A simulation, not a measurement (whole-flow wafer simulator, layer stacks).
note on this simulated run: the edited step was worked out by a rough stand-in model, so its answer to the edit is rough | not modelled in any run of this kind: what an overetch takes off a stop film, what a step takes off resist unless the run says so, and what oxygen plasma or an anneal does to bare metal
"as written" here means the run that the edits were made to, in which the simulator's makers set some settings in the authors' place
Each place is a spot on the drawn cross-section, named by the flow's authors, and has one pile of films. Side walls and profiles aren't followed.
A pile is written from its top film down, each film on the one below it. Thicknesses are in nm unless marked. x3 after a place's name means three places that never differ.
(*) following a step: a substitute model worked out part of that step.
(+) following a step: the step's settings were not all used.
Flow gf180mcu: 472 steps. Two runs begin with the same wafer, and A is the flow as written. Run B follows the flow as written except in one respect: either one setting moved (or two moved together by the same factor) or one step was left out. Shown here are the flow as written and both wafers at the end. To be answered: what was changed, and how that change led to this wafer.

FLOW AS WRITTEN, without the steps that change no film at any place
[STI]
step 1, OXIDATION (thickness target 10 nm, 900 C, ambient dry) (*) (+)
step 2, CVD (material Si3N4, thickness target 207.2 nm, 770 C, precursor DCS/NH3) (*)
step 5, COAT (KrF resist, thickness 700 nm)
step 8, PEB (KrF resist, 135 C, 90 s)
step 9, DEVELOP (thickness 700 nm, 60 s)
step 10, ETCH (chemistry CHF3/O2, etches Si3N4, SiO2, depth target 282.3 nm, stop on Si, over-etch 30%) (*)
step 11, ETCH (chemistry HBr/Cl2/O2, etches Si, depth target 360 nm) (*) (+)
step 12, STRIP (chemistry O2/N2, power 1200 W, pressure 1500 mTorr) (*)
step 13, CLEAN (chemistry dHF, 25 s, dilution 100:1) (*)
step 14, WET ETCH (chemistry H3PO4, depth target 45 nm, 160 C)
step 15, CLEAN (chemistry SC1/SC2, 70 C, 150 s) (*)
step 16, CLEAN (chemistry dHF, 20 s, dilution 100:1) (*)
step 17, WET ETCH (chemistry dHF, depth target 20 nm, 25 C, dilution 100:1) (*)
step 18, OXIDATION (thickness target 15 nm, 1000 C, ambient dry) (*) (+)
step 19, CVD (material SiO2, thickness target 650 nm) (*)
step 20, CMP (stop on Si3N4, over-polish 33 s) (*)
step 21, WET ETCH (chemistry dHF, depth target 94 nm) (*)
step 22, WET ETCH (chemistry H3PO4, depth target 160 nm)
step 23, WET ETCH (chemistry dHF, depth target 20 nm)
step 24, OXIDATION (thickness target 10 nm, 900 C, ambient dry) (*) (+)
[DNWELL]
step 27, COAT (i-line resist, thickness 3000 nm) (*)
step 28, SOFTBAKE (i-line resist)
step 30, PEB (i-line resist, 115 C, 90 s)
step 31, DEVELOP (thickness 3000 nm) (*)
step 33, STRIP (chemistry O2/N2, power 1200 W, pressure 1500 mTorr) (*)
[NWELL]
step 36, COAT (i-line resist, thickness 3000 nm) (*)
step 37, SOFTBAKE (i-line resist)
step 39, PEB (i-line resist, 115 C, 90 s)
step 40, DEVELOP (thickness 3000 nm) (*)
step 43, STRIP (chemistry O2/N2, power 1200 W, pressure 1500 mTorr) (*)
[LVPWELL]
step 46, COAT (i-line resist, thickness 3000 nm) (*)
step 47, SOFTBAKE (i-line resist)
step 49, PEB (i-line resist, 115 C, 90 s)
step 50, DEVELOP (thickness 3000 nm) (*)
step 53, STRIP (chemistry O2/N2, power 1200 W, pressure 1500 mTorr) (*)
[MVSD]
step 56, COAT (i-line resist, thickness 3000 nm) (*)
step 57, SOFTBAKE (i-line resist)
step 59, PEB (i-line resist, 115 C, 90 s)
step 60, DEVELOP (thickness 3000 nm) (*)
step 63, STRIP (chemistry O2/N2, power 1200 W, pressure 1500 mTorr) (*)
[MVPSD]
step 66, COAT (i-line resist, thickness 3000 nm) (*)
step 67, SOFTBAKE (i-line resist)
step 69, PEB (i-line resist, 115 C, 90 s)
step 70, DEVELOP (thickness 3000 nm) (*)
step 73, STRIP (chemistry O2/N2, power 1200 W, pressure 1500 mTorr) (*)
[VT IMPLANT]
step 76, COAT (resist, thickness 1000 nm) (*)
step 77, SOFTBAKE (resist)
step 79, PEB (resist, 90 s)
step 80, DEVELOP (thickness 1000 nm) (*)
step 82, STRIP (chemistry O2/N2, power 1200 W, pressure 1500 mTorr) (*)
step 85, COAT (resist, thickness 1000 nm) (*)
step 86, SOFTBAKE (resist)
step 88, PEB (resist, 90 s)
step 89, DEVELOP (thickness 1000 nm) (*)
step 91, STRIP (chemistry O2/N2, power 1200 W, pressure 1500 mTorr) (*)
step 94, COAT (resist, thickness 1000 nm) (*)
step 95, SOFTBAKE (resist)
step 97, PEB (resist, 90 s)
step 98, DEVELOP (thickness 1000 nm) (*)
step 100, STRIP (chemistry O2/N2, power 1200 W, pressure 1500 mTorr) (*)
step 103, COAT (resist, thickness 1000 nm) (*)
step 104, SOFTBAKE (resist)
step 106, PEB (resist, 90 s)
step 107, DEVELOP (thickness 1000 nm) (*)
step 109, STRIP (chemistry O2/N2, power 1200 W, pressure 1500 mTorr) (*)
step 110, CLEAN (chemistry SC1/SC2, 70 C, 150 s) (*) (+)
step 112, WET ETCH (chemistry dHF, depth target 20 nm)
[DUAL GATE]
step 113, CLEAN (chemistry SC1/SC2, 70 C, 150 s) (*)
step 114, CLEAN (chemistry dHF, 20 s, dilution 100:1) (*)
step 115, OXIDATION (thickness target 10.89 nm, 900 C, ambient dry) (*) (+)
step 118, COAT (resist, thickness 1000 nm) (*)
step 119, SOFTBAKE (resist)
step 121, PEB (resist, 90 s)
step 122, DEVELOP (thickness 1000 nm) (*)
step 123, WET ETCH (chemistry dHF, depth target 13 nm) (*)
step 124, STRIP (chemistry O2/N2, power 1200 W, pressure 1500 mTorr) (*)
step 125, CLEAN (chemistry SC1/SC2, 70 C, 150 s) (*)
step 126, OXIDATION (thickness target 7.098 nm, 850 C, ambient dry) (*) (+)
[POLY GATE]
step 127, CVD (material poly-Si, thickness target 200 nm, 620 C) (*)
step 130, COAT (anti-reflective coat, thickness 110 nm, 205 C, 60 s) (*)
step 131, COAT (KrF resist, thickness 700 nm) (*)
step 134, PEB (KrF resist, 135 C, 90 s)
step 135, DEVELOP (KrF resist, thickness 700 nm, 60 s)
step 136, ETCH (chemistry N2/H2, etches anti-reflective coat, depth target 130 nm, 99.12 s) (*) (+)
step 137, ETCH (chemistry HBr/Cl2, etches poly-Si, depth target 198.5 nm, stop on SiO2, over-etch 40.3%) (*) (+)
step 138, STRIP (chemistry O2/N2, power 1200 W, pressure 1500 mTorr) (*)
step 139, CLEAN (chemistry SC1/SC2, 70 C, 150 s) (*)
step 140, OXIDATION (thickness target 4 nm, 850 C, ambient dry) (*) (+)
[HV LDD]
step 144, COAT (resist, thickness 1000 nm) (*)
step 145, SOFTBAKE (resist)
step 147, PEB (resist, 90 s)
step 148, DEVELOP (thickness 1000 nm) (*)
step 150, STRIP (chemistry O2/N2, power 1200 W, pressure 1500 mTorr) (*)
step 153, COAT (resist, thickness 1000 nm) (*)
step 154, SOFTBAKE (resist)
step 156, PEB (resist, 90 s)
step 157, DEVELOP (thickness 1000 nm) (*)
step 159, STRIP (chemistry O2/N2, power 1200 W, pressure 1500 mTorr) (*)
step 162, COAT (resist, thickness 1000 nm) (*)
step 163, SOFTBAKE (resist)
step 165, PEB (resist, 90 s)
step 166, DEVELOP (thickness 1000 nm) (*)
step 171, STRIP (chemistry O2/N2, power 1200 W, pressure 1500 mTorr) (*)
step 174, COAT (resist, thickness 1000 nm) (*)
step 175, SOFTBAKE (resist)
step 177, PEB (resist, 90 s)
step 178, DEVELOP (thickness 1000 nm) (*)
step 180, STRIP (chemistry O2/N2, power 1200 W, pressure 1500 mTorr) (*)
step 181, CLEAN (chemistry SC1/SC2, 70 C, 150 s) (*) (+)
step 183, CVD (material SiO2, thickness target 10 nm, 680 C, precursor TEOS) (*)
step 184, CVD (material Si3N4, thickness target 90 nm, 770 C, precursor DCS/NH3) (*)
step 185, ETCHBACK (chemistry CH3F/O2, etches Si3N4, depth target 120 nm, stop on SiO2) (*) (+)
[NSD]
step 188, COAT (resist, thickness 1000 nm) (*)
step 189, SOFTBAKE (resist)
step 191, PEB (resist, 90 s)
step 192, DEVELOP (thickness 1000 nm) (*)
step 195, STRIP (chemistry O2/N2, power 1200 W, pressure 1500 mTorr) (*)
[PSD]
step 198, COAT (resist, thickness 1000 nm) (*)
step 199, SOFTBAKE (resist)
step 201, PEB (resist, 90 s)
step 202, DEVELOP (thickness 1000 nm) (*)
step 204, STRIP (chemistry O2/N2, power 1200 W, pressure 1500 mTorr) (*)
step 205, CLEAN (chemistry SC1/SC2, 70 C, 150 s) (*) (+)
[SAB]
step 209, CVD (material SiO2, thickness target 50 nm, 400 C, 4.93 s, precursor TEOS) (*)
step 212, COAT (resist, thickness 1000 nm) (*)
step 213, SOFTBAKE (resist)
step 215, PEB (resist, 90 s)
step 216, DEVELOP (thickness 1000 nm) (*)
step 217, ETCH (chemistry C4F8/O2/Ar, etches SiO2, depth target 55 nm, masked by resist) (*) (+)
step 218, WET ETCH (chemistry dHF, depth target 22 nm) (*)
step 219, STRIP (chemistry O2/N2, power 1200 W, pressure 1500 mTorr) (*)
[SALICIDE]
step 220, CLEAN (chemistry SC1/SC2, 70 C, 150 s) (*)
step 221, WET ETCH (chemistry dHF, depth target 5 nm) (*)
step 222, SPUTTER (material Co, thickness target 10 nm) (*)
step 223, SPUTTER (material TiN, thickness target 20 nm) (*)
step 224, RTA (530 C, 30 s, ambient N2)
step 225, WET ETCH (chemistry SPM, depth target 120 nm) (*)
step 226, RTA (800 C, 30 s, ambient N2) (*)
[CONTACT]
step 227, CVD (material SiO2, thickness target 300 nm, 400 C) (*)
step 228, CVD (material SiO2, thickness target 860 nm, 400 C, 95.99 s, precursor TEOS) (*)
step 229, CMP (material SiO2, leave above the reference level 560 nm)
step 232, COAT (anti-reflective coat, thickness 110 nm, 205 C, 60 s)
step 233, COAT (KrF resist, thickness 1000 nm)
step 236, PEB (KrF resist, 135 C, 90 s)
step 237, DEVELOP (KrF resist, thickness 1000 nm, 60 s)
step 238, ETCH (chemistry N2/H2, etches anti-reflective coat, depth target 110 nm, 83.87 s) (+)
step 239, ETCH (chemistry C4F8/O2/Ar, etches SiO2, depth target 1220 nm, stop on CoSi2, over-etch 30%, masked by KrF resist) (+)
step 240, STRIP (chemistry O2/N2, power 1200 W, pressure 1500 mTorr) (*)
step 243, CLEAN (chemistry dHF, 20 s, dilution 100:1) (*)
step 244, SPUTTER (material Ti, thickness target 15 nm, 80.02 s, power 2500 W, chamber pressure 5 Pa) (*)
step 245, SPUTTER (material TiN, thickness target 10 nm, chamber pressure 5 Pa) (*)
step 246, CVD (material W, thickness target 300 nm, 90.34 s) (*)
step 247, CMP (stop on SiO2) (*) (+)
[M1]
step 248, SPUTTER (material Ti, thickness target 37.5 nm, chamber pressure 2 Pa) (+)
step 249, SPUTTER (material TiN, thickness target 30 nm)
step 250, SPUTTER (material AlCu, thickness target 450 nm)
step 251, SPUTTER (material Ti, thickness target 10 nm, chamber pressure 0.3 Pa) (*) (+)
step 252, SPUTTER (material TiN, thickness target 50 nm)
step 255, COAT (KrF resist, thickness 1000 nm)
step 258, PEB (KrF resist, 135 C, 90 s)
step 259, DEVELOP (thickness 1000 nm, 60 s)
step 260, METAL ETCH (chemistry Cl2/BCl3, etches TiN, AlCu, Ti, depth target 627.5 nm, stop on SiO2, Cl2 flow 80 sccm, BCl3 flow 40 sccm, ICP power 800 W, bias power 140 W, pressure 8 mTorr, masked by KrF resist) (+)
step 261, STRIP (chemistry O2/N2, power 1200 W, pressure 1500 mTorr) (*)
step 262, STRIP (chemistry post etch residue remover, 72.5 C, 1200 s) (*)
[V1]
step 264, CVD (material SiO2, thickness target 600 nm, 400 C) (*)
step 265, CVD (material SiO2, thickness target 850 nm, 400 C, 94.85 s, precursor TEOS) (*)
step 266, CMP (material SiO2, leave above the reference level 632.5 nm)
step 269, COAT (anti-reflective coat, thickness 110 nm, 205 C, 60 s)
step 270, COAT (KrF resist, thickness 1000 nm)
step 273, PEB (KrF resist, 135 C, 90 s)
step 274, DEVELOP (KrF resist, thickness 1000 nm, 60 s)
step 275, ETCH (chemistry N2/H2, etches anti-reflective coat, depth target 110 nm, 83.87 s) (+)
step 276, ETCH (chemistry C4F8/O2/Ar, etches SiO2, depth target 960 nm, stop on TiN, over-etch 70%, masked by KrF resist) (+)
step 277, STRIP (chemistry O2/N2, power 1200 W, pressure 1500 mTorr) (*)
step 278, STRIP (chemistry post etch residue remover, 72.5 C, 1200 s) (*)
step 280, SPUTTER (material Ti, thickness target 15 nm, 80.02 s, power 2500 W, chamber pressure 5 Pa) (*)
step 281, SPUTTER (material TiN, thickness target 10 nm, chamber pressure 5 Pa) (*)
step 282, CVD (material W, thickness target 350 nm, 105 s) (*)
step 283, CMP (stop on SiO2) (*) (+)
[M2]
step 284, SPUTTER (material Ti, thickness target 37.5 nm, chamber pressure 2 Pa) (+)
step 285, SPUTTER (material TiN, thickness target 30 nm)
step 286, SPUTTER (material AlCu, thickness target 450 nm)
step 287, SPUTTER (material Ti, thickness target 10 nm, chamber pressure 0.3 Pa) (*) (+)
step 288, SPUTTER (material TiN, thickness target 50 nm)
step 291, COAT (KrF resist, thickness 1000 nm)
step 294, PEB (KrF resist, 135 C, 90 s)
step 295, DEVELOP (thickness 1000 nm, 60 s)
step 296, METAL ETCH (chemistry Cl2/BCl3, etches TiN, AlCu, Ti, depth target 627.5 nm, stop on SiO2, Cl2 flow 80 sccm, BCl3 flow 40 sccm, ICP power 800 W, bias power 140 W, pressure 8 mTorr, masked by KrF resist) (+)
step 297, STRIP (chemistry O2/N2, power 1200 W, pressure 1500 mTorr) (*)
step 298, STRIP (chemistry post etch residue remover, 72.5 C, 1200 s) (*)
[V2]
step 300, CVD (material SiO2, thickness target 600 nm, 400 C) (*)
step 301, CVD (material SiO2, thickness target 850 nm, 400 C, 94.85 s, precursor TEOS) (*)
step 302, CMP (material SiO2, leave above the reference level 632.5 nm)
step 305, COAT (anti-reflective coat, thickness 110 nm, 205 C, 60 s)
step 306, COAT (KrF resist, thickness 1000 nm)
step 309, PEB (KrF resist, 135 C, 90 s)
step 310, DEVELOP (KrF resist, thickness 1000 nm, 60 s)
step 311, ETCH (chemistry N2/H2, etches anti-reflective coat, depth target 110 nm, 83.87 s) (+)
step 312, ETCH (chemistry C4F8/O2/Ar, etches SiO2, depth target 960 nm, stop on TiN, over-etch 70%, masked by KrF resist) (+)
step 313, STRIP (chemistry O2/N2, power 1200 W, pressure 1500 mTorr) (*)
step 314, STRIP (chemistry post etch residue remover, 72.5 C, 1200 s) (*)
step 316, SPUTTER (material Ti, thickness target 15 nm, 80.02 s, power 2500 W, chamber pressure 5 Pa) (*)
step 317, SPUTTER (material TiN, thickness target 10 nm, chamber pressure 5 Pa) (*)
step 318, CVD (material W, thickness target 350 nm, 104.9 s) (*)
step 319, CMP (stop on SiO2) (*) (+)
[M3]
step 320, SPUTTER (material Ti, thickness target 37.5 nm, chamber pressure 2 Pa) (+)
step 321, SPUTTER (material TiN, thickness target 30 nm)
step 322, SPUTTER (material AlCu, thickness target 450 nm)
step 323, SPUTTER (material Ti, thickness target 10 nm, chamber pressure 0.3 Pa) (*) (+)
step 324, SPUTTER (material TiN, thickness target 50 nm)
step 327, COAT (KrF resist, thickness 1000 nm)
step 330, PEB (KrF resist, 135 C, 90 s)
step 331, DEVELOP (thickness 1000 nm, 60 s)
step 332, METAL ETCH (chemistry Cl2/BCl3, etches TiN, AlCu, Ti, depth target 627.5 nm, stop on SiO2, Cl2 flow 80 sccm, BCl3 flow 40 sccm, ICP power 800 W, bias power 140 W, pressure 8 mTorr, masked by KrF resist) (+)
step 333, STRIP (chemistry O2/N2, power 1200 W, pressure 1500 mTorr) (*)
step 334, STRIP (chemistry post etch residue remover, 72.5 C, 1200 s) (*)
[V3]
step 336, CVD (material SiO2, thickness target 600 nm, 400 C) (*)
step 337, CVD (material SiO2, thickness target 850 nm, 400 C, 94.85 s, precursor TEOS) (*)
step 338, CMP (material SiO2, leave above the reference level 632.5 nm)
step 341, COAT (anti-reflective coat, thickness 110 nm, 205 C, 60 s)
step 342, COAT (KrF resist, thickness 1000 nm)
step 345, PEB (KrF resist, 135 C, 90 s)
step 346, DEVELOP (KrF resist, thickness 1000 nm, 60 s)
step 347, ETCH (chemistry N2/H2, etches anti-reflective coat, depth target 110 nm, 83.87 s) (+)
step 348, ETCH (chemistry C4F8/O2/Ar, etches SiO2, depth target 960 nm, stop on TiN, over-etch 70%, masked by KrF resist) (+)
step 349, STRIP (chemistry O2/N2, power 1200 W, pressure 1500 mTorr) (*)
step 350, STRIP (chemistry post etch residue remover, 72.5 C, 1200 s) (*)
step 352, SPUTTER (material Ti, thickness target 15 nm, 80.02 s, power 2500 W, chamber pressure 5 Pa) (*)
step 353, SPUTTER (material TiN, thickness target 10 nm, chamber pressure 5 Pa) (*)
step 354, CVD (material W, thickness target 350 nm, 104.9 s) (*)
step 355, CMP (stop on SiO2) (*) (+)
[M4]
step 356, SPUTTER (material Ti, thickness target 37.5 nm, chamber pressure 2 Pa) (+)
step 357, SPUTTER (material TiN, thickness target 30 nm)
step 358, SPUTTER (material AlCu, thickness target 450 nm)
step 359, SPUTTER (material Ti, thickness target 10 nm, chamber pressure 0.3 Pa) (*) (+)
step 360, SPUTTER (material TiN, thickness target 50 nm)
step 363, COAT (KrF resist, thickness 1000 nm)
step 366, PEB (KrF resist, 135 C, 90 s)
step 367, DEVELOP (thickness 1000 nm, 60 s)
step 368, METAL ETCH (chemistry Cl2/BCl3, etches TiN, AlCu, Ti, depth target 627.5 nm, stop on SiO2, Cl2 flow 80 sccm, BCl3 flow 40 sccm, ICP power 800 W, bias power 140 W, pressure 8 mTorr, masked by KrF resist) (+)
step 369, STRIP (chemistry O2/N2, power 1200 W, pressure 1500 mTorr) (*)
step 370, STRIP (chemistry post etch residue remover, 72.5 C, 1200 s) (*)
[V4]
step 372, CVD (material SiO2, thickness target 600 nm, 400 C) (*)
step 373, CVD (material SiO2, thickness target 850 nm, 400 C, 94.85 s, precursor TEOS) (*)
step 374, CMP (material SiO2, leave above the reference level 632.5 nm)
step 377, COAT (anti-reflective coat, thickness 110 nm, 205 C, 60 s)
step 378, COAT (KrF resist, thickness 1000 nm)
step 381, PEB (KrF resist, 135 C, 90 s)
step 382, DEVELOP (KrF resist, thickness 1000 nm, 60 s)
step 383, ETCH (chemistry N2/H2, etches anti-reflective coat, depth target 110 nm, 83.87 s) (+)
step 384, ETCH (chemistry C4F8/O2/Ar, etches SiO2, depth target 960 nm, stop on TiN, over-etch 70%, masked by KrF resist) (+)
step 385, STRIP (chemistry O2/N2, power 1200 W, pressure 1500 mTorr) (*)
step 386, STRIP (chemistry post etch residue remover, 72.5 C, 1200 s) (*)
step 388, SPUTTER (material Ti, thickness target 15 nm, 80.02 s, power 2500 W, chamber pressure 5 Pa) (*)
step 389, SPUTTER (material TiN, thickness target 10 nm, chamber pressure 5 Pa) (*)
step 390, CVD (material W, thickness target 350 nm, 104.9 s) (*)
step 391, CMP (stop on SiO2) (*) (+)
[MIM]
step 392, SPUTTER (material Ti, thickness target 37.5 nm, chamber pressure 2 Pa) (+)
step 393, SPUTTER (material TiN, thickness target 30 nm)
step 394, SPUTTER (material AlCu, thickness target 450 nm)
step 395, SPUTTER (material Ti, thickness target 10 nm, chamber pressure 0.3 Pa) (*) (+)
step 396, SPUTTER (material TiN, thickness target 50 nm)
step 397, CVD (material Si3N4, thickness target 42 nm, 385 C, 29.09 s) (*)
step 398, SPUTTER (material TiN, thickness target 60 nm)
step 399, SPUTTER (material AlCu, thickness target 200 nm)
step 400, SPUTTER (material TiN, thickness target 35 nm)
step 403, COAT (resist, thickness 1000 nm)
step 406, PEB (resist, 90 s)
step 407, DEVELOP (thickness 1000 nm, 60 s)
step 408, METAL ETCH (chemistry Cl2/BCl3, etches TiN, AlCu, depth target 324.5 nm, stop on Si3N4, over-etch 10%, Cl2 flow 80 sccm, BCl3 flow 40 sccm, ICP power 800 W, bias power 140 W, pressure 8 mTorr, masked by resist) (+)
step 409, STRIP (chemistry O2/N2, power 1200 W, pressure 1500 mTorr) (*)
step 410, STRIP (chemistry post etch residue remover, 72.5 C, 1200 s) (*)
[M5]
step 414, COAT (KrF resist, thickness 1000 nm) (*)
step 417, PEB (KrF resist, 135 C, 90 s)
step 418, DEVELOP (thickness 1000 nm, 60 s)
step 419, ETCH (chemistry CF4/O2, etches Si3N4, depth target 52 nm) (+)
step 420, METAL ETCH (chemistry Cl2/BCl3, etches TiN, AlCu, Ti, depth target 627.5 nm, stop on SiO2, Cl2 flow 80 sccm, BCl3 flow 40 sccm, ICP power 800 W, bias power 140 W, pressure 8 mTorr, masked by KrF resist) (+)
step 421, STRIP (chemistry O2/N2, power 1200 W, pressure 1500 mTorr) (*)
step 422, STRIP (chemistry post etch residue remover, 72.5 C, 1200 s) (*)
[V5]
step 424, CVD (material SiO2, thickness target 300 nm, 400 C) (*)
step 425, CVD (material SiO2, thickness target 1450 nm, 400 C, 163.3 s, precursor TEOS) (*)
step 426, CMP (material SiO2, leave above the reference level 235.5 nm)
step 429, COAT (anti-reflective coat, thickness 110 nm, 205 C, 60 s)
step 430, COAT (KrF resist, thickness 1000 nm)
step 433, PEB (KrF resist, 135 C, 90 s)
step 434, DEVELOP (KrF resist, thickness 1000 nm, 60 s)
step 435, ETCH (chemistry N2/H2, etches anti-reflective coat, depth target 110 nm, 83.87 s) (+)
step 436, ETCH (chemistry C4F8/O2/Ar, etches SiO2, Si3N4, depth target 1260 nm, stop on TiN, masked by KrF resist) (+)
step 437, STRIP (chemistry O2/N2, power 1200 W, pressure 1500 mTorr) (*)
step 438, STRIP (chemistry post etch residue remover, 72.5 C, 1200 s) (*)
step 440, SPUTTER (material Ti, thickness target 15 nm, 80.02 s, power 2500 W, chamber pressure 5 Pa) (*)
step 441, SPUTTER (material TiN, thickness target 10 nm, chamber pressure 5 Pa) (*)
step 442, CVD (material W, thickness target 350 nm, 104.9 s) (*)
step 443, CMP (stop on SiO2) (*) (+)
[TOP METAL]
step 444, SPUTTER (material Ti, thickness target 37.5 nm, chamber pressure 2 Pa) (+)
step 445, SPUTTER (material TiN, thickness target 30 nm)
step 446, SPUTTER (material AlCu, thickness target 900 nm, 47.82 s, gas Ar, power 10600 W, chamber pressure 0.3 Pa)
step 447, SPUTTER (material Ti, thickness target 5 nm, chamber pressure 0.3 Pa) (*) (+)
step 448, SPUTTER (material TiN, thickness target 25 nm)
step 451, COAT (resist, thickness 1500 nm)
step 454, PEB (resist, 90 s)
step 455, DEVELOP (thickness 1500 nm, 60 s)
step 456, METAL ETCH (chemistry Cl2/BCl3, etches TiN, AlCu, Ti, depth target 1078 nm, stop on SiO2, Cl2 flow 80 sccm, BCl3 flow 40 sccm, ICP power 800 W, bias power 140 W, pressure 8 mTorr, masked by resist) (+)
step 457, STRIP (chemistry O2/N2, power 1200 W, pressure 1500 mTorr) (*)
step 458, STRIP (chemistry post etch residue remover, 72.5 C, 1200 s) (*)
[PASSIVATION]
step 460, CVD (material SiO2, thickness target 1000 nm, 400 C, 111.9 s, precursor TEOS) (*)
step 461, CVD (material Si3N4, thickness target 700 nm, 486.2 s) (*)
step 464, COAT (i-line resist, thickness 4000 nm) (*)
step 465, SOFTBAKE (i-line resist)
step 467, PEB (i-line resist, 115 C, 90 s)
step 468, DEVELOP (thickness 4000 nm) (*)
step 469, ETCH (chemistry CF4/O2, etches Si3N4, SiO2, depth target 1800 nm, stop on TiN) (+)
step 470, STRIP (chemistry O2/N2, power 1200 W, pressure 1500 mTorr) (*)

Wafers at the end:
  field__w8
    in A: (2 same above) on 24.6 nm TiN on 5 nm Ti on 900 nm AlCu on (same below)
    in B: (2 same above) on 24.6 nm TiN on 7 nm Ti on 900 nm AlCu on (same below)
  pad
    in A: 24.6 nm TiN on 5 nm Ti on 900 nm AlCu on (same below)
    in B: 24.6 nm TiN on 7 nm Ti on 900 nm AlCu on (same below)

The reason: step 447, SPUTTER: thickness target 7 nm was run, whereas the flow has thickness target 5 nm.
The wafer lets one read it off: field__w8 has Ti 7, and step 447 as written asks for 5 nm.

How this came from the change, step by step:
  step 447, SPUTTER (material Ti, thickness target 5 nm, chamber pressure 0.3 Pa) (*) (+)
      field, field__w1, field__w2 and 109 more: A Ti gains 5 (new film) | B Ti gains 7 (new film)
  step 456, METAL ETCH (chemistry Cl2/BCl3, etches TiN, AlCu, Ti, depth target 1078 nm, stop on SiO2, Cl2 flow 80 sccm, BCl3 flow 40 sccm, ICP power 800 W, bias power 140 W, pressure 8 mTorr, masked by resist) (+)
      field, field__w1, field__w2 and 103 more: A TiN loses 25 (all of it), Ti loses 5 (all of it), AlCu loses 900 (all of it), TiN loses 30 (all of it), Ti loses 37.5 (all of it) | B TiN loses 25 (all of it), Ti loses 7 (all of it), AlCu loses 900 (all of it), TiN loses 30 (all of it), Ti loses 37.5 (all of it)
